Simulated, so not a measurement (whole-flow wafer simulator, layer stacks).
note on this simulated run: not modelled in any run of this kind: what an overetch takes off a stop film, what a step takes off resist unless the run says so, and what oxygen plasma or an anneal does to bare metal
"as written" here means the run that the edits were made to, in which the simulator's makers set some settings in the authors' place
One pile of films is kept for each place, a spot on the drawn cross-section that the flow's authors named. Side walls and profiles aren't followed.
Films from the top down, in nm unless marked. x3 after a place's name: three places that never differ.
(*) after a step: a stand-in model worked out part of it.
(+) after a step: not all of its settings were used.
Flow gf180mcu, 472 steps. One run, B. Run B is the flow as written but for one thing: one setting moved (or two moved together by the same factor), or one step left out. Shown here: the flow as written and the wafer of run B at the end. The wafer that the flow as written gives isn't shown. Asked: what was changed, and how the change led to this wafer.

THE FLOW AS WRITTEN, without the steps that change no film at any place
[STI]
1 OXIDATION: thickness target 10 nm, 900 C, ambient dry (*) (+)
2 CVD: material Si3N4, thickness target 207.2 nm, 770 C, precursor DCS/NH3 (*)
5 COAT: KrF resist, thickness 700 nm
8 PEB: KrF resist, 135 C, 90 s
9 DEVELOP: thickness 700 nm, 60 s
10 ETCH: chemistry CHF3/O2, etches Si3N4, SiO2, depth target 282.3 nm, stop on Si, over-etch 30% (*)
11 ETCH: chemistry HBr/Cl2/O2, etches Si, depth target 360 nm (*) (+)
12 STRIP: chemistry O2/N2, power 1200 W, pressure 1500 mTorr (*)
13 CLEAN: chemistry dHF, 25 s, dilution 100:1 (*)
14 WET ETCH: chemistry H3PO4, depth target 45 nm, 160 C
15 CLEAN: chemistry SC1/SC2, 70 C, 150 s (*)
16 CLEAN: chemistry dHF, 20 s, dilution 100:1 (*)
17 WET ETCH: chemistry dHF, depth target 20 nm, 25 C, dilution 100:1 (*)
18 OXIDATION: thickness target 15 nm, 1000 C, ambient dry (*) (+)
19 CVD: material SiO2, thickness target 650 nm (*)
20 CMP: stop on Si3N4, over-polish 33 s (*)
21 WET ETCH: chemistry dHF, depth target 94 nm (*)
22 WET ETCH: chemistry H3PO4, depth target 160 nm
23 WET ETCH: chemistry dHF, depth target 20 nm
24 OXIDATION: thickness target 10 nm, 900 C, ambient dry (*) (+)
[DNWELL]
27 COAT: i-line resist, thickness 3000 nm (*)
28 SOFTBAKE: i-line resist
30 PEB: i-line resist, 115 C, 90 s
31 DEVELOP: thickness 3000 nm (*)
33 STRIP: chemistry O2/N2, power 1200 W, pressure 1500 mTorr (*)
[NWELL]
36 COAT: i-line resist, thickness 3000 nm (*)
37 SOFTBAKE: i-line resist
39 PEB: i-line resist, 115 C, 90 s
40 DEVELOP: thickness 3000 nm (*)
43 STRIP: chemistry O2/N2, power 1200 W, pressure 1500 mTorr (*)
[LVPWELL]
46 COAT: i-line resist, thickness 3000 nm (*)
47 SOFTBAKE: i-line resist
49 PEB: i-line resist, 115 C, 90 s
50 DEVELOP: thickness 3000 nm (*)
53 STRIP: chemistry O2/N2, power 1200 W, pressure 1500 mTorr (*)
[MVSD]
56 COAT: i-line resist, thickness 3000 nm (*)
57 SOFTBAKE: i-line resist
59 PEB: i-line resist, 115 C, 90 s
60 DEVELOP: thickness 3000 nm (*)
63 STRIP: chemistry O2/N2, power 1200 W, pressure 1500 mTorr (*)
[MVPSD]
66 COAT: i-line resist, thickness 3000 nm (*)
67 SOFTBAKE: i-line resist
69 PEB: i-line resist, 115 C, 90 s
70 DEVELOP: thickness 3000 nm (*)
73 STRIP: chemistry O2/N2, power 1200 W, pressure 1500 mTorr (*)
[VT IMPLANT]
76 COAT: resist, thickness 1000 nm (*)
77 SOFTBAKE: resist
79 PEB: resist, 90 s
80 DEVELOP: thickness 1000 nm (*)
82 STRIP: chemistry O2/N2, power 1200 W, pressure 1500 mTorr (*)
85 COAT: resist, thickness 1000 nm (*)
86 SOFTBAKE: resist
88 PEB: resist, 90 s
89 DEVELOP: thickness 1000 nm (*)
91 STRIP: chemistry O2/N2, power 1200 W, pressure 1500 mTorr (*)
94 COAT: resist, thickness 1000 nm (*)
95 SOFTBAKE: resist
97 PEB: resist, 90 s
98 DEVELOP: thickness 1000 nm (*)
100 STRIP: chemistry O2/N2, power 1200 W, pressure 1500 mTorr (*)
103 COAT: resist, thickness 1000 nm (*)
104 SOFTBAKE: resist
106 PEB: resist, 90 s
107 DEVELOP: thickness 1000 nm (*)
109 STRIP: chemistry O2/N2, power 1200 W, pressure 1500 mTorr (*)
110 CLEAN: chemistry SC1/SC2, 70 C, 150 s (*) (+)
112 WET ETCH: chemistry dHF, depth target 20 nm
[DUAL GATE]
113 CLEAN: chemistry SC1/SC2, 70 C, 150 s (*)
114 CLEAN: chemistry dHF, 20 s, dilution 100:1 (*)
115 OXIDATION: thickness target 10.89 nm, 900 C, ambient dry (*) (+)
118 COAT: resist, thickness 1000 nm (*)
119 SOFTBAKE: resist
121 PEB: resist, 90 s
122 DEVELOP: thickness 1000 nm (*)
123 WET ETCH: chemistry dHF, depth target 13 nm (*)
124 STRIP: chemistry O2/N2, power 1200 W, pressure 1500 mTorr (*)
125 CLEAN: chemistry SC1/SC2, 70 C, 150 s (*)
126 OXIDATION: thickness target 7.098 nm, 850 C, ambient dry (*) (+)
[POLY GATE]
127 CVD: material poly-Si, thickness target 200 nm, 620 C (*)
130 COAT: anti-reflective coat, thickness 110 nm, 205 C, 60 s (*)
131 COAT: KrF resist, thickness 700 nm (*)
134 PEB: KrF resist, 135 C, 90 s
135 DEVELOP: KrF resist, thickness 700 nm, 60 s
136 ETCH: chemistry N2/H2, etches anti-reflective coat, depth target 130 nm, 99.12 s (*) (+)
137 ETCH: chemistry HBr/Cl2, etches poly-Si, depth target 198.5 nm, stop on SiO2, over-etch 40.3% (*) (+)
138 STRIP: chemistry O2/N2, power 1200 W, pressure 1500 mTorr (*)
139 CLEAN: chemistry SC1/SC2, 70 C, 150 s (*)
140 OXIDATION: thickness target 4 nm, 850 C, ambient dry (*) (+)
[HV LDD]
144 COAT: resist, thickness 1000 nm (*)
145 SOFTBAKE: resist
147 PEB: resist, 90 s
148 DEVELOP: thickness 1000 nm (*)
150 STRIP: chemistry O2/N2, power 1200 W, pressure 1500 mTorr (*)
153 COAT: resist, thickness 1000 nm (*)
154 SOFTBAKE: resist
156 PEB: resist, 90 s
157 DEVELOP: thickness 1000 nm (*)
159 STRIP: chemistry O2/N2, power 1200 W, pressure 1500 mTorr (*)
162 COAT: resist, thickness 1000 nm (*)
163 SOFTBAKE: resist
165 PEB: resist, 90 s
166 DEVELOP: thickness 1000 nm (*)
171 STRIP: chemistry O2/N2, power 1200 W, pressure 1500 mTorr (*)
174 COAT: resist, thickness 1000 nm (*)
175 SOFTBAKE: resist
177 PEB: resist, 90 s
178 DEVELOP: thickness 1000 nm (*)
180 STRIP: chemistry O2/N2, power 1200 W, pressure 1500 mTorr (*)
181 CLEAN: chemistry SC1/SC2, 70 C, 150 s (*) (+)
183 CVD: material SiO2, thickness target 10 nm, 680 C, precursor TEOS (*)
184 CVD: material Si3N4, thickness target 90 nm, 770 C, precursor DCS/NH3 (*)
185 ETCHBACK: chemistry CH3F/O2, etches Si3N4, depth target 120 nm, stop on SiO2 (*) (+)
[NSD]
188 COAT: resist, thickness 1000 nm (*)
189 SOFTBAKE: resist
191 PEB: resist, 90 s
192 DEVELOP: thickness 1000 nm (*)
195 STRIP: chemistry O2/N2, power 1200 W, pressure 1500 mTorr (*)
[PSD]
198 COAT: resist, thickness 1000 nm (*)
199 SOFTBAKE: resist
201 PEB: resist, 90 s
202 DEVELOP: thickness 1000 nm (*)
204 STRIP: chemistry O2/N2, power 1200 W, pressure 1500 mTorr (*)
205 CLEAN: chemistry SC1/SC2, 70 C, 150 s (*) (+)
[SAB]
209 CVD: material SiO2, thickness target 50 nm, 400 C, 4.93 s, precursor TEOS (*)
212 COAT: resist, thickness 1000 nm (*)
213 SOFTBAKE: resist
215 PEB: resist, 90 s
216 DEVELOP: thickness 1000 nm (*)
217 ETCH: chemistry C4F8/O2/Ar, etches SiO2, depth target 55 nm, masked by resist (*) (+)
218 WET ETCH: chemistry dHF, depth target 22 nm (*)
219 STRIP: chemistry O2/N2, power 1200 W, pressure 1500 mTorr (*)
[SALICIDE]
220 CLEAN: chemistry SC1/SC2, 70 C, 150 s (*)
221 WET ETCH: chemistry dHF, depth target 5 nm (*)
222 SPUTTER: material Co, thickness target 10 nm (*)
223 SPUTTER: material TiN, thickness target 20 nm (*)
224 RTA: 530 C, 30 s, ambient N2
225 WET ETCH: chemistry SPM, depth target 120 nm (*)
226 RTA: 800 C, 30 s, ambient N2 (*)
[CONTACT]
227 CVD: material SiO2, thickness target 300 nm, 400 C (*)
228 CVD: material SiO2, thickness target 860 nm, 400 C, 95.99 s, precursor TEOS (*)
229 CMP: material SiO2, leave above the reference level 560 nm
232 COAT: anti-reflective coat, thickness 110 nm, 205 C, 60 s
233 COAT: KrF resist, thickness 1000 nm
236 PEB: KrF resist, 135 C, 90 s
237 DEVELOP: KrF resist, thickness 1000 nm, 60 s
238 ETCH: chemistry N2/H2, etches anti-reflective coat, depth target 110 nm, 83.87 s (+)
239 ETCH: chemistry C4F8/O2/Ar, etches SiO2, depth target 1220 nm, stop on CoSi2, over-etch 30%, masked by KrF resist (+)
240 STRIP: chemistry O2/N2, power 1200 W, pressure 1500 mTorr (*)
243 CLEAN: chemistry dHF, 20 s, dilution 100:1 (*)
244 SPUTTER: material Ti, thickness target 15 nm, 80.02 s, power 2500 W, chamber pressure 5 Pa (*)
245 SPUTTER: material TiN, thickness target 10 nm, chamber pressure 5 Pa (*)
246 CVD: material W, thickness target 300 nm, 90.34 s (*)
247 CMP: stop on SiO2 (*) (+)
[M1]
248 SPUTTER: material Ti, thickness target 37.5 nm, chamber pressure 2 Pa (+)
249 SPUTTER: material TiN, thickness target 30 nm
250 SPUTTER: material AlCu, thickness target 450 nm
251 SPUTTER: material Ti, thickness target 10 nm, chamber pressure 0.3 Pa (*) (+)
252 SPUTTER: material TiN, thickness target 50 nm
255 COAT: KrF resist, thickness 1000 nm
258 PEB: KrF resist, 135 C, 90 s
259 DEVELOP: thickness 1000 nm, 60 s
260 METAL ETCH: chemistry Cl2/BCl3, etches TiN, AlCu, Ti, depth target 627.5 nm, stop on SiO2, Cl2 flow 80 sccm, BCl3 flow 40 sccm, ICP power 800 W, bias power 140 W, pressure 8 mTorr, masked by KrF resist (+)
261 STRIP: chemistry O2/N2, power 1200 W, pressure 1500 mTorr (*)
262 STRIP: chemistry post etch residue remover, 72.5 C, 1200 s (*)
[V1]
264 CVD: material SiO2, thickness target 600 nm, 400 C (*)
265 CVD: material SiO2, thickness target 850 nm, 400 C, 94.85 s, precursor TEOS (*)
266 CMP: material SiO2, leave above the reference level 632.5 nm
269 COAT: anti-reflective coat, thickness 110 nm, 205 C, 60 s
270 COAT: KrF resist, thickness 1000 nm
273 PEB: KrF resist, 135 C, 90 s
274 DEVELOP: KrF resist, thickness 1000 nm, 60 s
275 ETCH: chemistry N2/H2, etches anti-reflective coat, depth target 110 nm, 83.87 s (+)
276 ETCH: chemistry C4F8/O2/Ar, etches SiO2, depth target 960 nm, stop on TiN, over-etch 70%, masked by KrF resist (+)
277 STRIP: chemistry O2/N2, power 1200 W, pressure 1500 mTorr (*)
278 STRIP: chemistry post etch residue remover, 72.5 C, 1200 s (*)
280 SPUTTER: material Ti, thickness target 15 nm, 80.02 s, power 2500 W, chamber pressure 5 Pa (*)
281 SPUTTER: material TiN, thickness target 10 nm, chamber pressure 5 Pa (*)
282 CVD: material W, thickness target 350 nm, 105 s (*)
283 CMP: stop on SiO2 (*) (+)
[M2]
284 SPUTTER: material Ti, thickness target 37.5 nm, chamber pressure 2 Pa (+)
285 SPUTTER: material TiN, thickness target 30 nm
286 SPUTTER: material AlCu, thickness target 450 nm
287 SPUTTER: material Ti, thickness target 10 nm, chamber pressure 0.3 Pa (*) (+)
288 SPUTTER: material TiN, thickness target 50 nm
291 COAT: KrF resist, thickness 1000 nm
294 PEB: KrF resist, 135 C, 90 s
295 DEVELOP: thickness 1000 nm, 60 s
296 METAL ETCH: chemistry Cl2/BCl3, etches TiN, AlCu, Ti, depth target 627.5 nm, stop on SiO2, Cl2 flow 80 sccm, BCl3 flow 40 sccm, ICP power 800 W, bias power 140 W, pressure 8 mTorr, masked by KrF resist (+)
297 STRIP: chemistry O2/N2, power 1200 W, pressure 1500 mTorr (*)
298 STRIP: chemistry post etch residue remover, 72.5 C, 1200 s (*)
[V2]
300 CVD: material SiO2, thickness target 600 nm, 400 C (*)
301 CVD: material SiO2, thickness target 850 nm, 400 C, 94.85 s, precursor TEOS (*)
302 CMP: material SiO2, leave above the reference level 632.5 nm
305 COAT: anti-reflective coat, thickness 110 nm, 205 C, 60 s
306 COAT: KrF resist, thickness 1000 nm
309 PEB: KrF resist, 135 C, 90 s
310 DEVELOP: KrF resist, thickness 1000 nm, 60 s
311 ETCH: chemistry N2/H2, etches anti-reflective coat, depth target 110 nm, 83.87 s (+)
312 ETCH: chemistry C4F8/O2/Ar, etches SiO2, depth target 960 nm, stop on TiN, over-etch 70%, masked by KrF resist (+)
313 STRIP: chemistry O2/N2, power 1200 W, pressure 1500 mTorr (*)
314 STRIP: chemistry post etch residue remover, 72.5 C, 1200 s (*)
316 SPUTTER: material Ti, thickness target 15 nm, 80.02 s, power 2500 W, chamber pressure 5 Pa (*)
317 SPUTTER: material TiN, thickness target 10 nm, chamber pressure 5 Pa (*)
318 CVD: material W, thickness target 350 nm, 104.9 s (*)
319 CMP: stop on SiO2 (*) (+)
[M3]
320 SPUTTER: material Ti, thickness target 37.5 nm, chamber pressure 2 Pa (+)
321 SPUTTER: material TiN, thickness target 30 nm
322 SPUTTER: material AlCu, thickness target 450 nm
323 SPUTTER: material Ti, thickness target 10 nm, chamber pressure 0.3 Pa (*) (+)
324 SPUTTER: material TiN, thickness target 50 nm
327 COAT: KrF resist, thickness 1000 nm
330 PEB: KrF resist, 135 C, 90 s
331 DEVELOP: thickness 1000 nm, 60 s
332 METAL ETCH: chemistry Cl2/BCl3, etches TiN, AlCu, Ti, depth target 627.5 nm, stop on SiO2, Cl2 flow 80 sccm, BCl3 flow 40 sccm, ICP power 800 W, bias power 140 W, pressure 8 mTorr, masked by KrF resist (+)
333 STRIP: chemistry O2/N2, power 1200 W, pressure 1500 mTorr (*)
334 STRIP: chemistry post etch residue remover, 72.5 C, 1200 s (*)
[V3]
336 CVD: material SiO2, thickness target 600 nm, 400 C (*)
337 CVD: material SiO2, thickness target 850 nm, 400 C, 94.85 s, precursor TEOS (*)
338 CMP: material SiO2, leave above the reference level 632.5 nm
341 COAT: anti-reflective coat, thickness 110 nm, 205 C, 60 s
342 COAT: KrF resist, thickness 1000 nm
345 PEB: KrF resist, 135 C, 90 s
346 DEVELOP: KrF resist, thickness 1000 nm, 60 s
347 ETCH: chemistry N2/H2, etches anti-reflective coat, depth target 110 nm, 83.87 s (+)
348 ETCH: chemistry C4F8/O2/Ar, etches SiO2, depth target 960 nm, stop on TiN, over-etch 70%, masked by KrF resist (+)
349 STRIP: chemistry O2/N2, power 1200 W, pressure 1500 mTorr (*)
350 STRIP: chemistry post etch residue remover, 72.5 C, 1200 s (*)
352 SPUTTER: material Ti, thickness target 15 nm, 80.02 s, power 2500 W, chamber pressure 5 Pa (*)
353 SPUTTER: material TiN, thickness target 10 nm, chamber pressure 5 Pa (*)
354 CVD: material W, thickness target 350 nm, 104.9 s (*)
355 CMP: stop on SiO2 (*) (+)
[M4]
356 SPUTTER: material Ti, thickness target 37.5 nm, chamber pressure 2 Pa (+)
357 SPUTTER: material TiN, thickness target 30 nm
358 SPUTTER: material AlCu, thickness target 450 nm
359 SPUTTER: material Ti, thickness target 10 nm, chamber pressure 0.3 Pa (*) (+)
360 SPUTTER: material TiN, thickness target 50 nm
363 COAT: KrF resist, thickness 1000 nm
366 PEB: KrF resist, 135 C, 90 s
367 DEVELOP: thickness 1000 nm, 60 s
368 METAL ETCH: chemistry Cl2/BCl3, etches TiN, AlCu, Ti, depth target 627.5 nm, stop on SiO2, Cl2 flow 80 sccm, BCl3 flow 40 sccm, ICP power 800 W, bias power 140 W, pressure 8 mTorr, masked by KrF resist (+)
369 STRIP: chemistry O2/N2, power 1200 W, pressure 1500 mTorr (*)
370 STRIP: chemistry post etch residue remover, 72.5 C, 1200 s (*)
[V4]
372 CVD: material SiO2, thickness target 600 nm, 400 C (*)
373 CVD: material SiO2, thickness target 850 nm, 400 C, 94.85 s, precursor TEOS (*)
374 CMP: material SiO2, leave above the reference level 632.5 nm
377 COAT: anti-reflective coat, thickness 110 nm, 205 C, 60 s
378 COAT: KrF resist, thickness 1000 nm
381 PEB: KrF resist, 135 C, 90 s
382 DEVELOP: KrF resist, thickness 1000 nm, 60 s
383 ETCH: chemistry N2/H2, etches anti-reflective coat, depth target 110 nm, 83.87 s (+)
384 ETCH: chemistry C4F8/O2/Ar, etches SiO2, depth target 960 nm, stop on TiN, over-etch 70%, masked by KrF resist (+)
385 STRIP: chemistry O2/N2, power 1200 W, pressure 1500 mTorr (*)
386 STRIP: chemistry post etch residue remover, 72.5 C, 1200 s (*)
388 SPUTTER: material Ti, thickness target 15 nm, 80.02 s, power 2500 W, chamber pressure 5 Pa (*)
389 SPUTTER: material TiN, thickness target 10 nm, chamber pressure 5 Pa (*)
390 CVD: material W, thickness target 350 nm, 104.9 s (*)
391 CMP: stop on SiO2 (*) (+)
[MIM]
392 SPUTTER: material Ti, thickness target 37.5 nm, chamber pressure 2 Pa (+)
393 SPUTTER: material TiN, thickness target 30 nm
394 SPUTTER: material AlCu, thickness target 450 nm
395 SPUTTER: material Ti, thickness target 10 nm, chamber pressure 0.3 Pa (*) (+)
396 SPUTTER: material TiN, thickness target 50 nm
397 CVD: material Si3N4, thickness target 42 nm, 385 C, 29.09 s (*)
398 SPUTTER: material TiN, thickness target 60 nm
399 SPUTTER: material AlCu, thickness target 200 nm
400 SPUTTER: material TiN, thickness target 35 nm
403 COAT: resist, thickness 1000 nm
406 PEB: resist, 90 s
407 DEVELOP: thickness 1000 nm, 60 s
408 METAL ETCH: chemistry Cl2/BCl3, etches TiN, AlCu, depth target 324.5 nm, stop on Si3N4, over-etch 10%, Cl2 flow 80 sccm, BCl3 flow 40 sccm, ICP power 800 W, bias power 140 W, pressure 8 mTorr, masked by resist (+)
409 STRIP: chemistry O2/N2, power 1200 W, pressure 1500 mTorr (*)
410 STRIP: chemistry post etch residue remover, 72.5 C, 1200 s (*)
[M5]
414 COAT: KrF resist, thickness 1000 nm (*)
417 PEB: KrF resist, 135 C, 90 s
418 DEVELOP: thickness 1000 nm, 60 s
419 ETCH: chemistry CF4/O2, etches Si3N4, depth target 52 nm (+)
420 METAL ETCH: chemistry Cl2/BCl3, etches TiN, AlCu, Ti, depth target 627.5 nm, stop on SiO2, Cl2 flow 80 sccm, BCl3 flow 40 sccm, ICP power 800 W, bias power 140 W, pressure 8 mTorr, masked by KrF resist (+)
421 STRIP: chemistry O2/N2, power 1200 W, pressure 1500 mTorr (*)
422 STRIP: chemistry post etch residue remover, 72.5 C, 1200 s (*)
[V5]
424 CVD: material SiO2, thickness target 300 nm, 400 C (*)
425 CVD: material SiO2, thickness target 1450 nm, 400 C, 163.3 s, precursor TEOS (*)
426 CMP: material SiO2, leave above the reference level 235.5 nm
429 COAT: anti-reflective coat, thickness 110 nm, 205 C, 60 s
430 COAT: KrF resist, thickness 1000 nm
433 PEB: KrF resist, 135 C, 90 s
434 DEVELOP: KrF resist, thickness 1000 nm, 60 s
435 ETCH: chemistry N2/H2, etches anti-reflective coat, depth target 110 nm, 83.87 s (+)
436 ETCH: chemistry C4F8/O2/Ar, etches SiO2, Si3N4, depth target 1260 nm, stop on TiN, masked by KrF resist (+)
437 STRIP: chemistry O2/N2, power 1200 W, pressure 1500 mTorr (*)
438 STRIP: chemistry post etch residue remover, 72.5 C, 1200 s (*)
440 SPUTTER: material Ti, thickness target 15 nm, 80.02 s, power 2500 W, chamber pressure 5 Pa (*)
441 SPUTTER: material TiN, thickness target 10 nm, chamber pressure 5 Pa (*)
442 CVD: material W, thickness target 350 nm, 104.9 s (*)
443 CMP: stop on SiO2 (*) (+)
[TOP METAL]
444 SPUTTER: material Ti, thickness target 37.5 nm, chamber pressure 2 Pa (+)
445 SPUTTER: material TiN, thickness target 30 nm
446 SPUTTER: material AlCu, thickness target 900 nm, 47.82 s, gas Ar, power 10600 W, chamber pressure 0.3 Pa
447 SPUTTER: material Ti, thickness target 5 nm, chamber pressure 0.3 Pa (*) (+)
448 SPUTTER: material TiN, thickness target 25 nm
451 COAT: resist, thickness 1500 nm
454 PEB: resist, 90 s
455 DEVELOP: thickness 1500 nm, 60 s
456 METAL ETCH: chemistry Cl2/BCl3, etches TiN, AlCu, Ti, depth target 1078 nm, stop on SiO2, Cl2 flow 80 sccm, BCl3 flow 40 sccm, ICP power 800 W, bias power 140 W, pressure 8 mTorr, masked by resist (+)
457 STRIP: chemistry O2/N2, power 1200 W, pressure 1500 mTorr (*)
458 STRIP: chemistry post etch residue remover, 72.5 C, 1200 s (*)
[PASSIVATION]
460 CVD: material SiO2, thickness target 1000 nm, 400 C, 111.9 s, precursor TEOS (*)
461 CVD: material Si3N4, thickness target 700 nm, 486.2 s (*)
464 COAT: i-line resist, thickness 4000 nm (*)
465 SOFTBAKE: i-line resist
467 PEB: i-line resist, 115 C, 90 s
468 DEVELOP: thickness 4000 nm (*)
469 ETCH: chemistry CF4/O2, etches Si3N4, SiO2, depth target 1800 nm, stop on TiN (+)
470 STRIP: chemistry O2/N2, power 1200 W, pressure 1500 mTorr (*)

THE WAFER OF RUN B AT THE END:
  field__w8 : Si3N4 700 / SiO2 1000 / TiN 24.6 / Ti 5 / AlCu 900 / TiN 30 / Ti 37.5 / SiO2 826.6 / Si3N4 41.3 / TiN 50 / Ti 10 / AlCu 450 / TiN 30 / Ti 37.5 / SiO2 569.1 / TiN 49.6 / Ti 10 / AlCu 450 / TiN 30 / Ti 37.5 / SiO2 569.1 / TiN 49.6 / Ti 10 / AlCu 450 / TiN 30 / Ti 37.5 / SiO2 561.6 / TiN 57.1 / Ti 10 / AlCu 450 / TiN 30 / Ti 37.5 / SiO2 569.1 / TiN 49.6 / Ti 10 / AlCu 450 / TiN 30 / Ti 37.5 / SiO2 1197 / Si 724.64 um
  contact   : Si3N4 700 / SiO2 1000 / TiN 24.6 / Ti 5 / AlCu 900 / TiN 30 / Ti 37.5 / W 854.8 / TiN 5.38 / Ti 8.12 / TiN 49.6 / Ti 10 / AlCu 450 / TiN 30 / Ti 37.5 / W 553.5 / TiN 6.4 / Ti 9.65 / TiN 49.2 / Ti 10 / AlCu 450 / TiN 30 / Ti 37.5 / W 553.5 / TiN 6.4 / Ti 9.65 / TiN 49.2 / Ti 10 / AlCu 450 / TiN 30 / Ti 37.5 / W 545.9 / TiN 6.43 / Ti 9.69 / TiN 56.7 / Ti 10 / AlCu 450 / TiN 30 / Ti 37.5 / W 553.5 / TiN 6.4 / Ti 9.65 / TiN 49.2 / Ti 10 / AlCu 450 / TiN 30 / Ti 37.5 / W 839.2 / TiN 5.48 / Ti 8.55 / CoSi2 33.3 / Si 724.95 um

The cause: step 288, SPUTTER: thickness target 57.5 nm was run, where the flow has thickness target 50 nm.

How the change led to this, step by step:
  288 SPUTTER: material TiN, thickness target 50 nm
      field, field__w1, field__w2 and 108 more: TiN +57.5 (new film) (as written it would be: TiN +50 (new film))
  296 METAL ETCH: chemistry Cl2/BCl3, etches TiN, AlCu, Ti, depth target 627.5 nm, stop on SiO2, Cl2 flow 80 sccm, BCl3 flow 40 sccm, ICP power 800 W, bias power 140 W, pressure 8 mTorr, masked by KrF resist (+)
      field, field__w1, field__w2 and 103 more: TiN -57.5 (all of it), Ti -10 (all of it), AlCu -450 (all of it), TiN -30 (all of it), Ti -37.5 (all of it) (as written it would be: TiN -50 (all of it), Ti -10 (all of it), AlCu -450 (all of it), TiN -30 (all of it), Ti -37.5 (all of it))
